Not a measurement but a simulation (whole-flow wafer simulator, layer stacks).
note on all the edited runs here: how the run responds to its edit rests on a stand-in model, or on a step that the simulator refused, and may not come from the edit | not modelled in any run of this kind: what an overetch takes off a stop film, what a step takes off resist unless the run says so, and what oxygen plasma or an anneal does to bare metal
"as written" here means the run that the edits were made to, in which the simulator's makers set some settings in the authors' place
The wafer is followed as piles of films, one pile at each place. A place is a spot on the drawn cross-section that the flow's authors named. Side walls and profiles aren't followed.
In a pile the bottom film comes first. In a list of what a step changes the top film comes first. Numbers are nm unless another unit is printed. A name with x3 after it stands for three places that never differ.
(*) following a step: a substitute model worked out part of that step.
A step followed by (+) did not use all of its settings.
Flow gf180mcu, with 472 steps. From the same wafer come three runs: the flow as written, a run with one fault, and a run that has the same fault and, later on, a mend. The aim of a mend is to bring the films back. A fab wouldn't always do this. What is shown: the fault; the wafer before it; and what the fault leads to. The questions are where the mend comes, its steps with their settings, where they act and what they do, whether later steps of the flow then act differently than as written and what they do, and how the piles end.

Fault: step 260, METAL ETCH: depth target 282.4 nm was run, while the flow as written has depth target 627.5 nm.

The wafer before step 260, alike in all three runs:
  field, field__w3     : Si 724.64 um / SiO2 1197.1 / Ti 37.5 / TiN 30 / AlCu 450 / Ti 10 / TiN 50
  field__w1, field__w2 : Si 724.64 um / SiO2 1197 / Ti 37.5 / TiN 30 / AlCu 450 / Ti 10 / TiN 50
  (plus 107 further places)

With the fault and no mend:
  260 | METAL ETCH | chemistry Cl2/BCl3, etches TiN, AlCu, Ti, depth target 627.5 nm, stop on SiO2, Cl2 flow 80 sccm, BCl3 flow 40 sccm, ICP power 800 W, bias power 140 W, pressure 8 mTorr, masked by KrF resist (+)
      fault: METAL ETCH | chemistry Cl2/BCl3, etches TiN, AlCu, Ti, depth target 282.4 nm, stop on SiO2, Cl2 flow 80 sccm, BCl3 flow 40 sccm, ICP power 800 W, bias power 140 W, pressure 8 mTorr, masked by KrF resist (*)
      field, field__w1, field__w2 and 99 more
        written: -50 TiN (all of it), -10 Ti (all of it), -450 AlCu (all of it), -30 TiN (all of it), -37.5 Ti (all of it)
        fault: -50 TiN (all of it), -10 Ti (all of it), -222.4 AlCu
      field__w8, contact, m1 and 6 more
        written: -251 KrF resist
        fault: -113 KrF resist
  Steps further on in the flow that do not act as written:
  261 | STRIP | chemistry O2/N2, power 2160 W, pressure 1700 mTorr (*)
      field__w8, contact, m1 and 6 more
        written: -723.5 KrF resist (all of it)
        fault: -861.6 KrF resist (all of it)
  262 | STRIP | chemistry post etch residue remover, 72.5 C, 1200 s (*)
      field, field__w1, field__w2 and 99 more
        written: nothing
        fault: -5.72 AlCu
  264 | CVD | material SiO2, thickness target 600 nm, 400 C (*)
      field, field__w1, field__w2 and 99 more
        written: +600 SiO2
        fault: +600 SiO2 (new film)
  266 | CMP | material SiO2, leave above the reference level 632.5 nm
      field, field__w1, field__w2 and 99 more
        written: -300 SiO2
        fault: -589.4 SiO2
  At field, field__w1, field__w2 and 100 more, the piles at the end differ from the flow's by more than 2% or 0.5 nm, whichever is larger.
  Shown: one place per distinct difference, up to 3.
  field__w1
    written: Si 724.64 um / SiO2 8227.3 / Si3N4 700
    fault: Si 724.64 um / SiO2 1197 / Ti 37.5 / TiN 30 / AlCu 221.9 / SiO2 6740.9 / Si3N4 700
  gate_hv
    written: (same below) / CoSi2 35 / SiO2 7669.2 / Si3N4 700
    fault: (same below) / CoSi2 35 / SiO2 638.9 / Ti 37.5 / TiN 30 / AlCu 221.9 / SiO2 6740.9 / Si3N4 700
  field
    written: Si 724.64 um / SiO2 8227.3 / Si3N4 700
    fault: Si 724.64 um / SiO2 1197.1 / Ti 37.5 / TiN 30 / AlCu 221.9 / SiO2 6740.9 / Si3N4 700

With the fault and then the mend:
  The mend stands after step 260.
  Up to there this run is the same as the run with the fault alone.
  260a | METAL ETCH | chemistry Cl2/BCl3, etches TiN, AlCu, Ti, depth target 345.1 nm, stop on SiO2, Cl2 flow 80 sccm, BCl3 flow 40 sccm, ICP power 800 W, bias power 140 W, pressure 8 mTorr, masked by KrF resist (+) (a further turn of the flow's step 260, with different settings)
      field, field__w1, field__w2 and 99 more
        -227.6 AlCu (all of it), -30 TiN (all of it), -37.5 Ti (all of it)
      field__w8, contact, m1 and 6 more
        -138 KrF resist
  None of the later steps of the flow acts differently than as written at any place that is followed.
  At every place that both follow, the piles at the end match the flow's.
